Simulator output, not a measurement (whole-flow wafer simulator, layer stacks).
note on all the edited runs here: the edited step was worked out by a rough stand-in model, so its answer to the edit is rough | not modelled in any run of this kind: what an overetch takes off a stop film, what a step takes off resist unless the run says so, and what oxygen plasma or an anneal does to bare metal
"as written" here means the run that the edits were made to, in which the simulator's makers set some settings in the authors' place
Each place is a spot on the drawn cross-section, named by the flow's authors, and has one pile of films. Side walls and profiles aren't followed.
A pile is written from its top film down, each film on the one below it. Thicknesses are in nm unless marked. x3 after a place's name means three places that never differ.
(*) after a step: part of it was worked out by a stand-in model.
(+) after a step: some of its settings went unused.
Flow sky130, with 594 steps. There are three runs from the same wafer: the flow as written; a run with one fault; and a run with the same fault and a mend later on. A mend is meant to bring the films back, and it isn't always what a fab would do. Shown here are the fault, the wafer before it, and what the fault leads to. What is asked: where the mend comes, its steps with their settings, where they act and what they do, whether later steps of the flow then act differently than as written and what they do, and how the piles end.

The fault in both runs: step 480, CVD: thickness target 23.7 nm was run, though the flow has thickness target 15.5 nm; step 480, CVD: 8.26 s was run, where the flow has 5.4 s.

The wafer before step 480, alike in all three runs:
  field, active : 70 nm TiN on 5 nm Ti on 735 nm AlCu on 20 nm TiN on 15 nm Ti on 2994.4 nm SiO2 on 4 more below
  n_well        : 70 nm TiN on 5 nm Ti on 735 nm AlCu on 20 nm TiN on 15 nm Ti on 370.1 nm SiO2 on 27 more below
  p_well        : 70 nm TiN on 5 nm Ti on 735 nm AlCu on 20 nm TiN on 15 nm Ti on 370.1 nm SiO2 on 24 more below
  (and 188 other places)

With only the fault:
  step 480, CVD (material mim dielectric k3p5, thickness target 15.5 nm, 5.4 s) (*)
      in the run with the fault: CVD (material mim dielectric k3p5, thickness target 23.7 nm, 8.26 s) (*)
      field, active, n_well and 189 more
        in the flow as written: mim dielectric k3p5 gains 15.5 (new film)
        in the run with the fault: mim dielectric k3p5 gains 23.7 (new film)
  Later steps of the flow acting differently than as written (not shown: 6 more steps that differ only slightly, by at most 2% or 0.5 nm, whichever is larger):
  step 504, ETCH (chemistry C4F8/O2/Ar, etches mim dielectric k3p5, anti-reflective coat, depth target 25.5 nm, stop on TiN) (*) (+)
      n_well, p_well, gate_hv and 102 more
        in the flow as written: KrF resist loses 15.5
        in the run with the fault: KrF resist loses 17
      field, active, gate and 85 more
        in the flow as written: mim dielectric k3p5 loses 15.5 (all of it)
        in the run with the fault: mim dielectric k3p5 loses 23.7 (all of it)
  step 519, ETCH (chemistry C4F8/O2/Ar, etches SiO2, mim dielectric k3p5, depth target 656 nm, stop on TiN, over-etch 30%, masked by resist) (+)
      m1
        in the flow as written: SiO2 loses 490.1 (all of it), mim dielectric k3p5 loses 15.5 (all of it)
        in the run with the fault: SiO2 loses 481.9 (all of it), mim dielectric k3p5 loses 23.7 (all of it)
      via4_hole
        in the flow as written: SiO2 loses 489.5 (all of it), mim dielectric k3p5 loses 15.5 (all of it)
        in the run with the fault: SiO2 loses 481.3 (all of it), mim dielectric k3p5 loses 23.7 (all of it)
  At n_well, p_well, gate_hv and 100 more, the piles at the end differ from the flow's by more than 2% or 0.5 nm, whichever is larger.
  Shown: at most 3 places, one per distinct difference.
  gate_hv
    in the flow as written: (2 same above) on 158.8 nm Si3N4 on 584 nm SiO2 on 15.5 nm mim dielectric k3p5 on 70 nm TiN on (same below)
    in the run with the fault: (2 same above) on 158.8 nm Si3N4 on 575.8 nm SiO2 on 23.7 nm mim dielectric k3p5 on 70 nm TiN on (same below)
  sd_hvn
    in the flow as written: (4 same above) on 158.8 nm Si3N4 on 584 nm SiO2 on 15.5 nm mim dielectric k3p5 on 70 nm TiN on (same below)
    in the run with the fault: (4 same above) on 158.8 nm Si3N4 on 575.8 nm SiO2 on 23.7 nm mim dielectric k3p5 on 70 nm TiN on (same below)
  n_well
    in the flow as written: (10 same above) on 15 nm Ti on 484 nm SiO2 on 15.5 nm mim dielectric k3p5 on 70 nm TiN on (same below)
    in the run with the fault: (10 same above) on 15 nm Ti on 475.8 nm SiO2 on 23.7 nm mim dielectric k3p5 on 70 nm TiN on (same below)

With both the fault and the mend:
  After step 480 comes the mend.
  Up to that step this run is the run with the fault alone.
  step 480a, ETCH (chemistry C4F8/O2/Ar, etches mim dielectric k3p5, anti-reflective coat, depth target 8.2 nm) (*) (a further turn of the flow's step 450, with different settings)
      field, active, n_well and 189 more
        mim dielectric k3p5 loses 8.2
  Every later step of the flow that is run acts as written at every place that is followed.
  The piles end the same as the flow's at every place that both follow.
